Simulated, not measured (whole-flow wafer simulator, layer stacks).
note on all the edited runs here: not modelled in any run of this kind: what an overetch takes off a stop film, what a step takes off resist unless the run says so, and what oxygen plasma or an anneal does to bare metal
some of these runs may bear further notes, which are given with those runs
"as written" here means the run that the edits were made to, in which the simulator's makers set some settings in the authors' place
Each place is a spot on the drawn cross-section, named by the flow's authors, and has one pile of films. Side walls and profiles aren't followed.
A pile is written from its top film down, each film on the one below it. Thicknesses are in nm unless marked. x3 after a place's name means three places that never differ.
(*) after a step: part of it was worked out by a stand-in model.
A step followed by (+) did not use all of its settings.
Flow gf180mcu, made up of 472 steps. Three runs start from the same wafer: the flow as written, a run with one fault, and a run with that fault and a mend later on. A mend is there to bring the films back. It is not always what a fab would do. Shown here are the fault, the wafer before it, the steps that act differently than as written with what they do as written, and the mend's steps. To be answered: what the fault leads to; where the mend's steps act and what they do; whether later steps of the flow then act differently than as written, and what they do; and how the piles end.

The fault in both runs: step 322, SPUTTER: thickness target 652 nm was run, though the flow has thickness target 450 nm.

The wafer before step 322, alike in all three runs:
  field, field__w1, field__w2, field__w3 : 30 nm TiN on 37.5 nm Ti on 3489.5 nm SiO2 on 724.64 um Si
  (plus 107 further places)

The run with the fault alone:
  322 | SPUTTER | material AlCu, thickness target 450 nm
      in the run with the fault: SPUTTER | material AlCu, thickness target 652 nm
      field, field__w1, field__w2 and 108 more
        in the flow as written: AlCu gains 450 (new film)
        in the run with the fault: AlCu gains 652 (new film)
  Steps later in the flow that act otherwise than as written:
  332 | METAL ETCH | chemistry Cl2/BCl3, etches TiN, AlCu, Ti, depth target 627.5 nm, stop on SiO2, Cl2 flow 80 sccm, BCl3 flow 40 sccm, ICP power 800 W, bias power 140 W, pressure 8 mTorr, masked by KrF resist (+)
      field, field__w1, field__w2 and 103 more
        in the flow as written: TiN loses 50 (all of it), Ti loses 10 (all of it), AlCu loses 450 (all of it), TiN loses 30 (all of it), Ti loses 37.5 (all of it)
        in the run with the fault: TiN loses 50 (all of it), Ti loses 10 (all of it), AlCu loses 567.5
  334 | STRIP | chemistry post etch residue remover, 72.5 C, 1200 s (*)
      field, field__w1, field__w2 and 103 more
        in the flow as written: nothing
        in the run with the fault: AlCu loses 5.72
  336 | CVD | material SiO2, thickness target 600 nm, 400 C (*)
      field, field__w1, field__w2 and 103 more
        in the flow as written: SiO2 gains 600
        in the run with the fault: SiO2 gains 600 (new film)
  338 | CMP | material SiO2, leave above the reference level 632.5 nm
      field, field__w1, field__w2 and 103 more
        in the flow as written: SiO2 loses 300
        in the run with the fault: SiO2 loses 244.3
  The piles end different from the flow's at field, field__w1, field__w2 and 109 more by more than 2% or 0.5 nm, whichever is larger.
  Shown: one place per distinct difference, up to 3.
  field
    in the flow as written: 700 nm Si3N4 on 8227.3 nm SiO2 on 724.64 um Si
    in the run with the fault: 700 nm Si3N4 on 4793.5 nm SiO2 on 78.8 nm AlCu on 30 nm TiN on 37.5 nm Ti on 3489.5 nm SiO2 on 724.64 um Si
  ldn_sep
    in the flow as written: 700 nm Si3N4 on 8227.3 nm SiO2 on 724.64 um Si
    in the run with the fault: 700 nm Si3N4 on 4793.5 nm SiO2 on 78.8 nm AlCu on 30 nm TiN on 37.5 nm Ti on 3489.4 nm SiO2 on 724.64 um Si
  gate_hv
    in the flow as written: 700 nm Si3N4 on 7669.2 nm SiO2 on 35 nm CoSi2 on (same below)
    in the run with the fault: 700 nm Si3N4 on 4793.5 nm SiO2 on 78.8 nm AlCu on 30 nm TiN on 37.5 nm Ti on 2931.3 nm SiO2 on 35 nm CoSi2 on (same below)

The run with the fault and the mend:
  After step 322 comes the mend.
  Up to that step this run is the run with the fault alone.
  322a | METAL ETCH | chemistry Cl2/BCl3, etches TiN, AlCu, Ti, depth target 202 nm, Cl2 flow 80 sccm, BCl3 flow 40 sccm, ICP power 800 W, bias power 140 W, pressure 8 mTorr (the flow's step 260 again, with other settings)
      field, field__w1, field__w2 and 108 more
        AlCu loses 202
  Later steps of the flow that are run all act as written at every place that is followed.
  At every place that both follow, the piles at the end match the flow's.
